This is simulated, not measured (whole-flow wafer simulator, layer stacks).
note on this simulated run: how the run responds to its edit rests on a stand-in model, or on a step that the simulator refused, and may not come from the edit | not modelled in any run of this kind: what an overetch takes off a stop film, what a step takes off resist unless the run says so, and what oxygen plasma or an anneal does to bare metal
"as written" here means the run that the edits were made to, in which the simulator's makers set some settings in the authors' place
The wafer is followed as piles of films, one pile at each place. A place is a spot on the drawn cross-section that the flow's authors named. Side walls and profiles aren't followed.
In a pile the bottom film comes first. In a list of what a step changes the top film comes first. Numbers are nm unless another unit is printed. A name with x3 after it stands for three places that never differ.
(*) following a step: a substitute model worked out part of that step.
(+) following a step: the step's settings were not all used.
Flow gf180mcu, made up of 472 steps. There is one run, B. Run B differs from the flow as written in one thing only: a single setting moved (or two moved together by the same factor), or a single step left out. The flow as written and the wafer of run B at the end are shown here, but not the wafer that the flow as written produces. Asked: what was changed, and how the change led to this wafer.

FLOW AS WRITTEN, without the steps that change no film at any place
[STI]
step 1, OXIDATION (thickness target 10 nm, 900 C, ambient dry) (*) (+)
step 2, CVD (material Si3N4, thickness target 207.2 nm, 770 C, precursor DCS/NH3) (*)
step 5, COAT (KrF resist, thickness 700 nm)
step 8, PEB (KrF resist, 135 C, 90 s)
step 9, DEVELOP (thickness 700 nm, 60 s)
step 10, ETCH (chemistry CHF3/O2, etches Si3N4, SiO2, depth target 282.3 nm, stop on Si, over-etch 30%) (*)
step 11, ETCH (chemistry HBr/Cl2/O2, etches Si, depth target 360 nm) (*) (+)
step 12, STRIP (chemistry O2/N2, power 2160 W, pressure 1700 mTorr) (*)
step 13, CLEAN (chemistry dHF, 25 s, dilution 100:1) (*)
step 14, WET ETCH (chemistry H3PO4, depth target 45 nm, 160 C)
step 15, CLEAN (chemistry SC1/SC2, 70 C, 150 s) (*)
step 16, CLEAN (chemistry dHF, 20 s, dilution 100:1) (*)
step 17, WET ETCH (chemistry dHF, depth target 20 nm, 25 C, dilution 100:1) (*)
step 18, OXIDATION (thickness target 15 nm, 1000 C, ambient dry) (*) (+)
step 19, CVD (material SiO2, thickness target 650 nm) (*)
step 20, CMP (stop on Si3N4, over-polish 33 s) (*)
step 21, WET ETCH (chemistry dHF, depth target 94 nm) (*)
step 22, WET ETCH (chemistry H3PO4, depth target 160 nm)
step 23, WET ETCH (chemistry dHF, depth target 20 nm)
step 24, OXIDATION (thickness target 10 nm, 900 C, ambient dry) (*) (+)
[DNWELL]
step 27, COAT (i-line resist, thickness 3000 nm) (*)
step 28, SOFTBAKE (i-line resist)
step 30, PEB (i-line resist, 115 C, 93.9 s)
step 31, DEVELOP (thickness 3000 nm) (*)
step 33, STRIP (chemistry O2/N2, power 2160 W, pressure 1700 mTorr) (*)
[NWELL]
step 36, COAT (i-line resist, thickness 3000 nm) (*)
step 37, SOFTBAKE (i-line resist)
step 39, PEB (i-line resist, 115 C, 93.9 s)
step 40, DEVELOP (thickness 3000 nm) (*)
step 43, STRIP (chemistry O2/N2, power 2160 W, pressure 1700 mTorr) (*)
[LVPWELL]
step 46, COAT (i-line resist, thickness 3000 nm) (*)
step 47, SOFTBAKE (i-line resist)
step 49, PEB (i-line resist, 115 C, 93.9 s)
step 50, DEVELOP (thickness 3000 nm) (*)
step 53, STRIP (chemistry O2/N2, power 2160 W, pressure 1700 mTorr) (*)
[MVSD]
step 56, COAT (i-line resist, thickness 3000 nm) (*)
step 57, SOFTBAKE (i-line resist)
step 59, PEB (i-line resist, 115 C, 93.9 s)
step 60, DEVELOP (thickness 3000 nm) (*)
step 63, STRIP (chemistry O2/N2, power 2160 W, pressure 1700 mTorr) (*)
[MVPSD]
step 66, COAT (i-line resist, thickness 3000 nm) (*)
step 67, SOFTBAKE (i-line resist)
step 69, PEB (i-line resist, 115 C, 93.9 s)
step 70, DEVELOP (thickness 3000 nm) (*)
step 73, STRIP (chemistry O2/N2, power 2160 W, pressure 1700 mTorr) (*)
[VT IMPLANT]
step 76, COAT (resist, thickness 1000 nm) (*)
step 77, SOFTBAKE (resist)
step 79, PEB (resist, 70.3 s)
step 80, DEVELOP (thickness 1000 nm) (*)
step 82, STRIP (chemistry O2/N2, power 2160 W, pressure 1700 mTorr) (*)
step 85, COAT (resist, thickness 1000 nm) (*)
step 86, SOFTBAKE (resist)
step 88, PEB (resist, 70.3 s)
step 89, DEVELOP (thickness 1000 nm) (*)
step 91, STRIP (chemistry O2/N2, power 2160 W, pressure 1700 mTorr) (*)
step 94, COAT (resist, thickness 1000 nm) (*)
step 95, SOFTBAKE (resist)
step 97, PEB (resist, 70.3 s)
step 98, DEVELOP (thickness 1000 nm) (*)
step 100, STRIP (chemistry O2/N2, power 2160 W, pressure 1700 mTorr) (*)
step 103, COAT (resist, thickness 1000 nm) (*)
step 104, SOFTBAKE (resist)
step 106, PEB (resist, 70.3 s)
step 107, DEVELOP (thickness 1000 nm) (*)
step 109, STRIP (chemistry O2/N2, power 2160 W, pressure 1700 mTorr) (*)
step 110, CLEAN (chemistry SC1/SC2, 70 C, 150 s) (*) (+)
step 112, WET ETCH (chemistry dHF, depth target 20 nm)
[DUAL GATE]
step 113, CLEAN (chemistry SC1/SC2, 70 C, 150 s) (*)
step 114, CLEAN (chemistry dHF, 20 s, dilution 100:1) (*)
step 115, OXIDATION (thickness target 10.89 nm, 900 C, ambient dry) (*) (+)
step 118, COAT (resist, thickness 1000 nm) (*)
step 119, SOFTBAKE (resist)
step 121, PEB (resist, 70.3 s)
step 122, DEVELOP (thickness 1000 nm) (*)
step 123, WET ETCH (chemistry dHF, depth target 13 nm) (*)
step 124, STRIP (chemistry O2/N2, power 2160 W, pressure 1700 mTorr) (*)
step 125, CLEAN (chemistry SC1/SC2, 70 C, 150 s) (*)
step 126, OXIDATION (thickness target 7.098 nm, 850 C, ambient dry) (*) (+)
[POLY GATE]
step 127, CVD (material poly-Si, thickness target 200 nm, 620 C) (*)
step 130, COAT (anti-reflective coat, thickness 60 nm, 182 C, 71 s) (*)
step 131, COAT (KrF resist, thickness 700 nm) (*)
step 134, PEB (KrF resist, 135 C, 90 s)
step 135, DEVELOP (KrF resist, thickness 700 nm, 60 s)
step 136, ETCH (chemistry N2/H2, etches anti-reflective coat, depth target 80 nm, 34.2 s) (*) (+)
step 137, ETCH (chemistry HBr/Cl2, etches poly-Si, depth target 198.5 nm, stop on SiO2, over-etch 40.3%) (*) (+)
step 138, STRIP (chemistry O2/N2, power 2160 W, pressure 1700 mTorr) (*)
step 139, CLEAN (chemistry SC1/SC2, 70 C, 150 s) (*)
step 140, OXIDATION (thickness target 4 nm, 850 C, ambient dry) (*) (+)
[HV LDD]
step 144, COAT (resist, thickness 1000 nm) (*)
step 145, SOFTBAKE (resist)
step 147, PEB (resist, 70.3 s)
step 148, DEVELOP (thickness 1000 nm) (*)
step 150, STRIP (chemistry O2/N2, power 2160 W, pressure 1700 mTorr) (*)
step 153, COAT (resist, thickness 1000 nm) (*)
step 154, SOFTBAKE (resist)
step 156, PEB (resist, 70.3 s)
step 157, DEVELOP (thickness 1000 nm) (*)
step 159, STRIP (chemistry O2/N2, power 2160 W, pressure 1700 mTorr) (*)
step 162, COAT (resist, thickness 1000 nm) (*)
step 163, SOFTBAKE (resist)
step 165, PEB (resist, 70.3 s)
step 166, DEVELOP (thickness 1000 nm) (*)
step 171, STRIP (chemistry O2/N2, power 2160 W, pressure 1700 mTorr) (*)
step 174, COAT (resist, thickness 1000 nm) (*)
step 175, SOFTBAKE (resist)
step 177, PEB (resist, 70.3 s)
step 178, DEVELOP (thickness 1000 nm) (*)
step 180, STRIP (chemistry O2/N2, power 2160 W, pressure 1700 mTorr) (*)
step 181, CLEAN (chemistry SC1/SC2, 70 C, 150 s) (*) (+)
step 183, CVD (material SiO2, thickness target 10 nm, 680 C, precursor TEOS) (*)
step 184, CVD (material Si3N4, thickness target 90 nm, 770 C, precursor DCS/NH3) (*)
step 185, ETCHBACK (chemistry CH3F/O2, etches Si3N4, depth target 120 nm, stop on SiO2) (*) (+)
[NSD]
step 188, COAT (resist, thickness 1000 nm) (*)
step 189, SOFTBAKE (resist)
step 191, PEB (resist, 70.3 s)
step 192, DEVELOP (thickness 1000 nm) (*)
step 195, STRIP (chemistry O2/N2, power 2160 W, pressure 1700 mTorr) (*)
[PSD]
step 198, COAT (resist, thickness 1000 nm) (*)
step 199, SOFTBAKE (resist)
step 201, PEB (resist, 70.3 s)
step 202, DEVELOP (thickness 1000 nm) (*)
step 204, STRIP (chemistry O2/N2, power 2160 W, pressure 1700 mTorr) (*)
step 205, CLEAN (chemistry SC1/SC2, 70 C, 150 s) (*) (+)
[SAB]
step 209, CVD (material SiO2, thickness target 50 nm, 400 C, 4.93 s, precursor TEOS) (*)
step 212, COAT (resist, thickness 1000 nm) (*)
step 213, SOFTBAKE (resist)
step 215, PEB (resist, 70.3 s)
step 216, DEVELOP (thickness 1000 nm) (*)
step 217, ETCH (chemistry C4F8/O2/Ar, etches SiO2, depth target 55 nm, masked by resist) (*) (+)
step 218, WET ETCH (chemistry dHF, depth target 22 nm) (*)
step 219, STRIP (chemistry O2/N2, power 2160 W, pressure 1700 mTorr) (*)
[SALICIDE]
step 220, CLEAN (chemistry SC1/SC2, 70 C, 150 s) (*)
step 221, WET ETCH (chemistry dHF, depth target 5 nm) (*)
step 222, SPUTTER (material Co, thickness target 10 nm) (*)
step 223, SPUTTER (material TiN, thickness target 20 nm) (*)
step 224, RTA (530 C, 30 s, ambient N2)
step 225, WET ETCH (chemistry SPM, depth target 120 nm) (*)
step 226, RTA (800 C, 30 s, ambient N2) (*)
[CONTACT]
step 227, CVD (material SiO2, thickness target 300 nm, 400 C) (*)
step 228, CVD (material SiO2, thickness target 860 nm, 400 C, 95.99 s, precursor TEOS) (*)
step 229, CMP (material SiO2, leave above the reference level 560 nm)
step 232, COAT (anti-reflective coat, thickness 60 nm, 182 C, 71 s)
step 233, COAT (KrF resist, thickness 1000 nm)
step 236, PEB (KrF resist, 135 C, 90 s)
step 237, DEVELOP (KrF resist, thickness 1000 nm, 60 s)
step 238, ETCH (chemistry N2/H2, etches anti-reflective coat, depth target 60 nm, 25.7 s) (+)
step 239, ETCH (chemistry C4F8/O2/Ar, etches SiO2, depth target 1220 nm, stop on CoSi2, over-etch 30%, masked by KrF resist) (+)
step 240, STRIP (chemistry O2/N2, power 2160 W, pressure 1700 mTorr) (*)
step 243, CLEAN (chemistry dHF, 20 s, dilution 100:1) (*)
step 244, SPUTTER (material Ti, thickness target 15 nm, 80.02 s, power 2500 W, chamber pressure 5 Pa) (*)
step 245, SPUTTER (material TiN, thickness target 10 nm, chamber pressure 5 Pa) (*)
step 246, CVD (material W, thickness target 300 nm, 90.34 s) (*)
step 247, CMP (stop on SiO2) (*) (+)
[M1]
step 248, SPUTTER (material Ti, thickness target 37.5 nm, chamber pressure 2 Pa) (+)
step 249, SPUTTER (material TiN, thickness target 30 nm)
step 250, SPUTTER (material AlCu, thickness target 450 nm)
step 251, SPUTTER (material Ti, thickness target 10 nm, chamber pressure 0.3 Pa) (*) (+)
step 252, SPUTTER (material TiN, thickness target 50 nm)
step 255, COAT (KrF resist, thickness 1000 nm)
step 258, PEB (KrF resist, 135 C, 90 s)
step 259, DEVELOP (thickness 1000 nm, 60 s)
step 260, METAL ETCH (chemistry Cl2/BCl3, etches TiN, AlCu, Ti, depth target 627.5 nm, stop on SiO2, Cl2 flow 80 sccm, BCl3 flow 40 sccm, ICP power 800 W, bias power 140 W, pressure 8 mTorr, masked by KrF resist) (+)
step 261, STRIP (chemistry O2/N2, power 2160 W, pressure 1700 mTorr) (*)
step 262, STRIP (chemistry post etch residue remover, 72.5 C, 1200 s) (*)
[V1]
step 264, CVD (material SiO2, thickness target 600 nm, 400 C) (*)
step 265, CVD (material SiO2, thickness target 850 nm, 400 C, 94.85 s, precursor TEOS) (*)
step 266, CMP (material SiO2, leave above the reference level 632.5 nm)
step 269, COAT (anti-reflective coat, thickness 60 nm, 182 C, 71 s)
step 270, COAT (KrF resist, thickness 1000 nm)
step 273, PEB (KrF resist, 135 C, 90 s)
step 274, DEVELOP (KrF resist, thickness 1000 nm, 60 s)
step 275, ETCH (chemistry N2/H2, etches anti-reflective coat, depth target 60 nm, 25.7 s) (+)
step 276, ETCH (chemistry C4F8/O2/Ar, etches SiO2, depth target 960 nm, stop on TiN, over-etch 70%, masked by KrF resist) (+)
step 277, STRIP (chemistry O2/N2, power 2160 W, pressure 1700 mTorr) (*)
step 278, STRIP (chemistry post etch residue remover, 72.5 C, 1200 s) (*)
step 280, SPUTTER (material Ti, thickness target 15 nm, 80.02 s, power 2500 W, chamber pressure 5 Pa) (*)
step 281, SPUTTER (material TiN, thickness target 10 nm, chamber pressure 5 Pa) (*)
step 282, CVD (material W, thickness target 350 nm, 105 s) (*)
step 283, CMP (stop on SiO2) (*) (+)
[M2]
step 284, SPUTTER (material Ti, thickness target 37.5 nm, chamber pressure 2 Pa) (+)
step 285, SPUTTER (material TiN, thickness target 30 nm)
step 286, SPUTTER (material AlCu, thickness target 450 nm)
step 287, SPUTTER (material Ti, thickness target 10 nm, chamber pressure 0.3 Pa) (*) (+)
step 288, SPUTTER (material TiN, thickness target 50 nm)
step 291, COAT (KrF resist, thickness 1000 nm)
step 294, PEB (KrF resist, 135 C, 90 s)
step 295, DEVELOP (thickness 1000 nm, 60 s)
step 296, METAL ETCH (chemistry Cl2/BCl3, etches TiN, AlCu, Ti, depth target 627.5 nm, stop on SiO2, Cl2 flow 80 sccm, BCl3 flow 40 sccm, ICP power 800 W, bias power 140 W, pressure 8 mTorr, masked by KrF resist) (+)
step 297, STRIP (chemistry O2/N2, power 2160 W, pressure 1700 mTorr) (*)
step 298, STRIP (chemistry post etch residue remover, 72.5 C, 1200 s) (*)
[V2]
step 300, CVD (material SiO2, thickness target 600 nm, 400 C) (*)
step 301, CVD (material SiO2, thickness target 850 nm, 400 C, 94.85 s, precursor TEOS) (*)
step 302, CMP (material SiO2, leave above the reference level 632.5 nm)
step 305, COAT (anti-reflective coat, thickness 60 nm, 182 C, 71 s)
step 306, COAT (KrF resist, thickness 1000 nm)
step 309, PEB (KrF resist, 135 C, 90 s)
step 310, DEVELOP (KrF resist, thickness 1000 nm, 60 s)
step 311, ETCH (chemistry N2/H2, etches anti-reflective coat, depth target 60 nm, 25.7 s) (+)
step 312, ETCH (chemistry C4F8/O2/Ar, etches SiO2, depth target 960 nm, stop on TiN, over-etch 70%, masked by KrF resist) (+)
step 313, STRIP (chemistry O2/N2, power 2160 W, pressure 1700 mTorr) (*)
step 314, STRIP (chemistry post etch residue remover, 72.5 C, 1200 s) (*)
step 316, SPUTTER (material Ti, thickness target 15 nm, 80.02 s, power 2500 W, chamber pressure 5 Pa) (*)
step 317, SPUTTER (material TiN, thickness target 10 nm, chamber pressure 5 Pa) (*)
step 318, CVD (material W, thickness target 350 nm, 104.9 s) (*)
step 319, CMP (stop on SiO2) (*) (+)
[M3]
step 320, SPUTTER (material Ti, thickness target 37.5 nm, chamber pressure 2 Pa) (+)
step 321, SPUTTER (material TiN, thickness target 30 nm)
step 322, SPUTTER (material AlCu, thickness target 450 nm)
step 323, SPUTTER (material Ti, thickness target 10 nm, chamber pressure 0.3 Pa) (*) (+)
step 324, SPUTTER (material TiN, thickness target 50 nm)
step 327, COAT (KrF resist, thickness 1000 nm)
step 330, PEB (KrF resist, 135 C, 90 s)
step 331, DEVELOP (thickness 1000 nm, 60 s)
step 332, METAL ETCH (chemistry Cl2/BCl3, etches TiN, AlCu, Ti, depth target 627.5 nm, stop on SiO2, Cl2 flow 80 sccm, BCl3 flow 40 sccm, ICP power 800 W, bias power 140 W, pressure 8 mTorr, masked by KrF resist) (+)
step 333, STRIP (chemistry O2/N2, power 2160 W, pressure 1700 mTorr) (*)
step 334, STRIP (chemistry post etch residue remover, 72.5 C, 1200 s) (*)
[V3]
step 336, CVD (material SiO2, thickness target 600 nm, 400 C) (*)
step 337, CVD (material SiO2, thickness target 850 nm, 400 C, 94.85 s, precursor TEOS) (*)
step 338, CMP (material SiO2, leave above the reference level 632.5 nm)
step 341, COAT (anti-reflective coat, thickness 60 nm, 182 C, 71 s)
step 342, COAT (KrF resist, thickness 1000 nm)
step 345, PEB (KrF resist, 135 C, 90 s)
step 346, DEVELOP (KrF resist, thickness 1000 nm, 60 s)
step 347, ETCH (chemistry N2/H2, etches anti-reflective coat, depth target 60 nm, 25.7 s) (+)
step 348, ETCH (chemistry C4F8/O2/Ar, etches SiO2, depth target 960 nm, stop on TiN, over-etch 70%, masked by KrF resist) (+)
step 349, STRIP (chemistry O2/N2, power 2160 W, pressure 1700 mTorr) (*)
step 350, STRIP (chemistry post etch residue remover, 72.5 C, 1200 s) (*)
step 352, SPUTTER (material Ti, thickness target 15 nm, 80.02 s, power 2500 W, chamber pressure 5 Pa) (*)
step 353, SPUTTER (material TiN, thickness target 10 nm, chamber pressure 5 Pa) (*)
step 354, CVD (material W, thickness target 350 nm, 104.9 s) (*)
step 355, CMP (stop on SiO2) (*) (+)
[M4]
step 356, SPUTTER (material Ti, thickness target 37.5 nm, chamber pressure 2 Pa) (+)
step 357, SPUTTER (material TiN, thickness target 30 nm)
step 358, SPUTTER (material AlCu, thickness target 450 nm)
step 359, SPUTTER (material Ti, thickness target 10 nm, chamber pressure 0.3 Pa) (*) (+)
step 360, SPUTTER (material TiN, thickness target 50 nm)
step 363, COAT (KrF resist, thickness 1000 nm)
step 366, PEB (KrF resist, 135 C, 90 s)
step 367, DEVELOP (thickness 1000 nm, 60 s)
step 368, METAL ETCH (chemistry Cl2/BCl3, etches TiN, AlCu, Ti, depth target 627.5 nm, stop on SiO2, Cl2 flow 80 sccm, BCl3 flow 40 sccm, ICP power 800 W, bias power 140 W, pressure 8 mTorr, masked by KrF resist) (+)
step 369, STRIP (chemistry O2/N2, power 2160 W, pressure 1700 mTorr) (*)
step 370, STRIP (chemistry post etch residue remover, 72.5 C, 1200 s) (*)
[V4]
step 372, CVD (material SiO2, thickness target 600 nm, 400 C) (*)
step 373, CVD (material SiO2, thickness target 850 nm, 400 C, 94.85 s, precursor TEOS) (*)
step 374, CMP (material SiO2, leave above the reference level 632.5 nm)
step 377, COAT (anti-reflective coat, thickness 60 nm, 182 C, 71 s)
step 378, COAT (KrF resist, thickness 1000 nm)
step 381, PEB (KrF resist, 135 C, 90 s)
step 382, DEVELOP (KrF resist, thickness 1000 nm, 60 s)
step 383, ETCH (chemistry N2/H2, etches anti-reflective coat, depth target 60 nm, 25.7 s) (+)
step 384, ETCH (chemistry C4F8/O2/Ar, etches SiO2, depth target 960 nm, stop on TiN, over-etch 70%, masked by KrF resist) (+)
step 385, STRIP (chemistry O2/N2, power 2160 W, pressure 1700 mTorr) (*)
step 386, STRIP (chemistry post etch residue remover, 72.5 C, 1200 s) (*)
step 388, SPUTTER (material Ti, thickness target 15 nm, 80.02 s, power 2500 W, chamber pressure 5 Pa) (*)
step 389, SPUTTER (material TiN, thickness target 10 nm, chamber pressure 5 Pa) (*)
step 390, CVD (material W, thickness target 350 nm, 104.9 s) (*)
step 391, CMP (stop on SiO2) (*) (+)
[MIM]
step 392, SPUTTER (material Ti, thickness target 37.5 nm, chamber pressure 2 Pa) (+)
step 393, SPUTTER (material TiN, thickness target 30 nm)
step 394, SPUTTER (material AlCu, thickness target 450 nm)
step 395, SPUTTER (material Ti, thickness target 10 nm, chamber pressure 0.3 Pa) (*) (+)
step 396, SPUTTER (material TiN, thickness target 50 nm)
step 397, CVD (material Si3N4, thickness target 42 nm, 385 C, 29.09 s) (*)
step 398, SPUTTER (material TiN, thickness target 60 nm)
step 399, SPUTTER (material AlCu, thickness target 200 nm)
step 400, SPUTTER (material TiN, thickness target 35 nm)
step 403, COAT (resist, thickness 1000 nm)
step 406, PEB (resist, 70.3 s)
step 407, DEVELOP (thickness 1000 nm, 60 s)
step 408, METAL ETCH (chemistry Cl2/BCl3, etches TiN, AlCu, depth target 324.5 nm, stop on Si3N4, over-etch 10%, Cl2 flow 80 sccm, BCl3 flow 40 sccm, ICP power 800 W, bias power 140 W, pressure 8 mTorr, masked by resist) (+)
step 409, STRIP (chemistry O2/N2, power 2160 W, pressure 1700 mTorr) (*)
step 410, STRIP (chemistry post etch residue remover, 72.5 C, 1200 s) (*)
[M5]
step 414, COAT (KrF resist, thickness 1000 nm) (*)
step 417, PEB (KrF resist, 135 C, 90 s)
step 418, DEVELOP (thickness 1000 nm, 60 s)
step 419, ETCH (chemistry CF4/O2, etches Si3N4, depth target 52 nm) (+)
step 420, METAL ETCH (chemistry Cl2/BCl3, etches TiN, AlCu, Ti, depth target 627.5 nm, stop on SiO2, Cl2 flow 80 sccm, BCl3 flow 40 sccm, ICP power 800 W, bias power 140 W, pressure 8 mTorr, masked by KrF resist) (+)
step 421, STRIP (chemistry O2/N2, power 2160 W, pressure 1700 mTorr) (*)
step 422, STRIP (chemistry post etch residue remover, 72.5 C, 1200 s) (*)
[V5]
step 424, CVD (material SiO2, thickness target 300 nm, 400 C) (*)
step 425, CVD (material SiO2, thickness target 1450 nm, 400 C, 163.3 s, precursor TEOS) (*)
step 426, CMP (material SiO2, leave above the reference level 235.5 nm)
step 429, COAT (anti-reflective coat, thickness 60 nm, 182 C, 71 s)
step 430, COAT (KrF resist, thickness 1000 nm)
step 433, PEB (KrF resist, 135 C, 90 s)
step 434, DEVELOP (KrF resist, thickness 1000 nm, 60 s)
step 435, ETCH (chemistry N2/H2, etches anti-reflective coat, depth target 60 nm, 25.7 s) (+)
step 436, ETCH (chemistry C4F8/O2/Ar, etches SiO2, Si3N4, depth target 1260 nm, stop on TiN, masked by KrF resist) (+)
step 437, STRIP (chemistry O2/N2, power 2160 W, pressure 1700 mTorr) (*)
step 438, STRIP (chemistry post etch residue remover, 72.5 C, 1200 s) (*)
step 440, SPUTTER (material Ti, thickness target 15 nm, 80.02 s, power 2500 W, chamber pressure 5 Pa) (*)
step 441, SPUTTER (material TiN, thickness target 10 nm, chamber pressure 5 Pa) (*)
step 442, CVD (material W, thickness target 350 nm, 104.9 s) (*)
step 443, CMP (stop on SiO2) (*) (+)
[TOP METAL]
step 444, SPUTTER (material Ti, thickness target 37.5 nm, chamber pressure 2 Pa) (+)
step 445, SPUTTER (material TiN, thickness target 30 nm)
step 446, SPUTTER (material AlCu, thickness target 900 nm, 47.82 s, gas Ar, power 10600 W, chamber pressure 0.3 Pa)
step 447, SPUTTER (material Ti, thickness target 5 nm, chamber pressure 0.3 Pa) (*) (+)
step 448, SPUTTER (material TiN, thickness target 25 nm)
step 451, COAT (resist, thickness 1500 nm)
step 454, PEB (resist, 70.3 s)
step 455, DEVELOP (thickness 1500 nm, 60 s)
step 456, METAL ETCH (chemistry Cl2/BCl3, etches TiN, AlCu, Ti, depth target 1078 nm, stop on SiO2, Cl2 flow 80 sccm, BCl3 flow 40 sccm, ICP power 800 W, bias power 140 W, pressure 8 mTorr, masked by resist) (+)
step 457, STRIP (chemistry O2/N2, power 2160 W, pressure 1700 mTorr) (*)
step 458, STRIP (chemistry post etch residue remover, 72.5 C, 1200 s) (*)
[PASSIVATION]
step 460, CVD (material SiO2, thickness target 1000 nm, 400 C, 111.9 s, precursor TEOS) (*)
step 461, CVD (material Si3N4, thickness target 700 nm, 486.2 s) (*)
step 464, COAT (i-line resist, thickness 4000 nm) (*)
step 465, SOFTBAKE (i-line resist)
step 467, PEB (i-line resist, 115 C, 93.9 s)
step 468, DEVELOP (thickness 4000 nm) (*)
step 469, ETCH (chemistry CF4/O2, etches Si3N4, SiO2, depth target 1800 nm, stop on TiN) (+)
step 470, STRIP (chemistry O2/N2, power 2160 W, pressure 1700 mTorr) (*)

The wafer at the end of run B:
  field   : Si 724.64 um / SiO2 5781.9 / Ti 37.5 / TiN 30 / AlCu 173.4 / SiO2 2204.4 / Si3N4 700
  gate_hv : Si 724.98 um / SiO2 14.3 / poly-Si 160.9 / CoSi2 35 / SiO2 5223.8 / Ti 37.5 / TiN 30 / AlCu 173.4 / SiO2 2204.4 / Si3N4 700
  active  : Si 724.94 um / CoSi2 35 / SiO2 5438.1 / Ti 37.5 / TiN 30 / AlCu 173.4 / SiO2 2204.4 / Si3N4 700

The reason: step 420, METAL ETCH: depth target 329.4 nm was run, though the flow has depth target 627.5 nm.

Step by step, how the change led to this:
  step 420, METAL ETCH (chemistry Cl2/BCl3, etches TiN, AlCu, Ti, depth target 627.5 nm, stop on SiO2, Cl2 flow 80 sccm, BCl3 flow 40 sccm, ICP power 800 W, bias power 140 W, pressure 8 mTorr, masked by KrF resist) (+)
      field, field__w1, field__w2 and 101 more: -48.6 TiN (all of it), -10 Ti (all of it), -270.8 AlCu (as written it would have been: -48.6 TiN (all of it), -10 Ti (all of it), -450 AlCu (all of it), -30 TiN (all of it), -37.5 Ti (all of it))
      field__w4, field__w8, contact, m1, m1__w1, mim, mim_1p0, m1_nw: -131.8 KrF resist (as written it would have been: -251 KrF resist)
  step 421, STRIP (chemistry O2/N2, power 2160 W, pressure 1700 mTorr) (*)
      field__w8, m1__w1: -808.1 KrF resist (all of it) (as written it would have been: -688.9 KrF resist (all of it))
      field__w4: -850.9 KrF resist (all of it) (as written it would have been: -731.6 KrF resist (all of it))
      (as well as at 5 more places)
  step 422, STRIP (chemistry post etch residue remover, 72.5 C, 1200 s) (*)
      field, field__w1, field__w2 and 101 more: -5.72 AlCu (as written it would have been: nothing)
  step 424, CVD (material SiO2, thickness target 300 nm, 400 C) (*)
      field, field__w1, field__w2 and 101 more: +300 SiO2 (new film) (as written it would have been: +300 SiO2)
  step 426, CMP (material SiO2, leave above the reference level 235.5 nm)
      field, field__w1, field__w5 and 92 more: -541.8 SiO2 (as written it would have been: -300.8 SiO2)
      field__w2, field__w3, field__w12 and 6 more: -524.6 SiO2 (as written it would have been: -272.7 SiO2)
If metal films that touch count as one body, field has 1 body; the flow as written gives 0 bodies.
If metal films that touch count as one body, gate_hv has 2 bodies (between them, from the top down: SiO2 5223.8); the flow as written gives 1 body.
If metal films that touch count as one body, active has 2 bodies (between them, from the top down: SiO2 5438.1); the flow as written gives 1 body.
